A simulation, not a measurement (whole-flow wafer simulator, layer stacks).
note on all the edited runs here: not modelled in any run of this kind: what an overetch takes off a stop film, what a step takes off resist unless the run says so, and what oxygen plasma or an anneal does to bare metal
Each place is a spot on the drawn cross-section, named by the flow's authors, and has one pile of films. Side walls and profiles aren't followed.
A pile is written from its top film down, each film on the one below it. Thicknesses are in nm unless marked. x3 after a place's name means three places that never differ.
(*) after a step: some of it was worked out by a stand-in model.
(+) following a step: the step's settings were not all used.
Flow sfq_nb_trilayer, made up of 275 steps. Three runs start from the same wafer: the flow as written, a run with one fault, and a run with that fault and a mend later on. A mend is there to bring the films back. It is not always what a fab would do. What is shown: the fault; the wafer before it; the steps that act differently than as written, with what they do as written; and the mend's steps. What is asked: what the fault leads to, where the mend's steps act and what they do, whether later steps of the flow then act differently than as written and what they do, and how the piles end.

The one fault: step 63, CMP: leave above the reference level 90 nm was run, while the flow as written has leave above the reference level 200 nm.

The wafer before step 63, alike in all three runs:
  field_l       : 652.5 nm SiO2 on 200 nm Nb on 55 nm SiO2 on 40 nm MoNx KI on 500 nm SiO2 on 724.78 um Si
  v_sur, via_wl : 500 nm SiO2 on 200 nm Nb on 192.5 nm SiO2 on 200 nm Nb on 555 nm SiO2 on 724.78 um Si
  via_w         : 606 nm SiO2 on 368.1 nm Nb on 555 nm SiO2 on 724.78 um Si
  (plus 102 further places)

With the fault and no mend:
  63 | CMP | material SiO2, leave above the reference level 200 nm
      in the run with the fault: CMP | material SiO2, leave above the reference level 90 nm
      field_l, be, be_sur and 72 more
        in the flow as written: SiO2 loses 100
        in the run with the fault: SiO2 loses 210
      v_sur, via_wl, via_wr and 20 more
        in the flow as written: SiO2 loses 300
        in the run with the fault: SiO2 loses 410
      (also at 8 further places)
  Later steps of the flow acting differently than as written (3 other steps are not shown; they differ only slightly, by no more than 2% or 0.5 nm, whichever is larger):
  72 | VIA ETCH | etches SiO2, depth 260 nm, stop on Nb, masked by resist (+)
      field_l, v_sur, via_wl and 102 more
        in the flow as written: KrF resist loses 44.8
        in the run with the fault: KrF resist loses 23.2
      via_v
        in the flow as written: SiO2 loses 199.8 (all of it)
        in the run with the fault: SiO2 loses 89.8 (all of it)
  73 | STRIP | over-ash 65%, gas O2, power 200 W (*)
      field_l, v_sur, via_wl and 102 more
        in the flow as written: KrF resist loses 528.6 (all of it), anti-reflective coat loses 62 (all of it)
        in the run with the fault: KrF resist loses 550.2 (all of it), anti-reflective coat loses 62 (all of it)
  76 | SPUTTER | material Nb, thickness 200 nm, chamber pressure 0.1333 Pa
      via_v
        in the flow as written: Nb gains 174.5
        in the run with the fault: Nb gains 195.8
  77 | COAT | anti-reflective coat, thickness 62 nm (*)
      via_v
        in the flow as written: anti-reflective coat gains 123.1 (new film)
        in the run with the fault: anti-reflective coat gains 98.1 (new film)
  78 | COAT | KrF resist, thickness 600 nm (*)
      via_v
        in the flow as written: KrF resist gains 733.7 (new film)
        in the run with the fault: KrF resist gains 644.5 (new film)
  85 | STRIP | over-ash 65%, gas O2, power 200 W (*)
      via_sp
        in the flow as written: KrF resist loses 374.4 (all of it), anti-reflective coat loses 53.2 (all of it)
        in the run with the fault: KrF resist loses 382.6 (all of it), anti-reflective coat loses 53.9 (all of it)
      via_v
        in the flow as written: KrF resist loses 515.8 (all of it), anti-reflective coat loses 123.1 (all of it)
        in the run with the fault: KrF resist loses 426.8 (all of it), anti-reflective coat loses 98.1 (all of it)
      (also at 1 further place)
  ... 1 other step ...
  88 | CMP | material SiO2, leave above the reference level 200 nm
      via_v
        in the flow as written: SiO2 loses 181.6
        in the run with the fault: SiO2 loses 206.8
  The piles end different from the flow's at field_l, v_sur, via_wl and 103 more by more than 2% or 0.5 nm, whichever is larger.
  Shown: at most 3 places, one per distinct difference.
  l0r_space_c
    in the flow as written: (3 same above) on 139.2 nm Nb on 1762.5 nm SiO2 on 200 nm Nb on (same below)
    in the run with the fault: (3 same above) on 139.2 nm Nb on 1652.5 nm SiO2 on 200 nm Nb on (same below)
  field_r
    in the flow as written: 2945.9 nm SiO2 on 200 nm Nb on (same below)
    in the run with the fault: 2835.9 nm SiO2 on 200 nm Nb on (same below)
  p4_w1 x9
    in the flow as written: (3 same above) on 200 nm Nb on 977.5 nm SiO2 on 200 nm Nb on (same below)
    in the run with the fault: (3 same above) on 200 nm Nb on 867.5 nm SiO2 on 200 nm Nb on (same below)

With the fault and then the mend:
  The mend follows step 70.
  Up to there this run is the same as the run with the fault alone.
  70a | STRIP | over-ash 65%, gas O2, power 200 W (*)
      field_l, v_sur, via_wl and 102 more
        KrF resist loses 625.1 (all of it), anti-reflective coat loses 62 (all of it)
      via_v
        anti-reflective coat loses 62 (all of it)
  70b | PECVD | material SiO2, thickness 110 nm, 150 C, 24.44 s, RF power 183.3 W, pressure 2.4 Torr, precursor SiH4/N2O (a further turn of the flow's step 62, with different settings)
      field_l, v_sur, via_wl and 103 more
        SiO2 gains 110
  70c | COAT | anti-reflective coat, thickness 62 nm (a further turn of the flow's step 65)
      field_l, v_sur, via_wl and 103 more
        anti-reflective coat gains 62 (new film)
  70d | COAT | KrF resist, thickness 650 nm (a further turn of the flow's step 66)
      field_l, v_sur, via_wl and 103 more
        KrF resist gains 650 (new film)
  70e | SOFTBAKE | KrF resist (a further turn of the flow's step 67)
      leaves every film unchanged at each place that is followed
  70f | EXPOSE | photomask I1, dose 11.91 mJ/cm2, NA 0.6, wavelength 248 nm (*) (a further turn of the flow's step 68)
      leaves every film unchanged at each place that is followed
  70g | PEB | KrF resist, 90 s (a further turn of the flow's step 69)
      field_l, v_sur, via_wl and 103 more
        KrF resist loses 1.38
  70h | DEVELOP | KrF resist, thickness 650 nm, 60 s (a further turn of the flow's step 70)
      field_l, v_sur, via_wl and 102 more
        KrF resist loses 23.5
      via_v
        KrF resist loses 648.6 (all of it)
  Later steps of the flow that are run all act as written at every place that is followed, up to a difference of at most 2% or 0.5 nm, whichever is larger.
  The piles end the same as the flow's at every place that both follow.
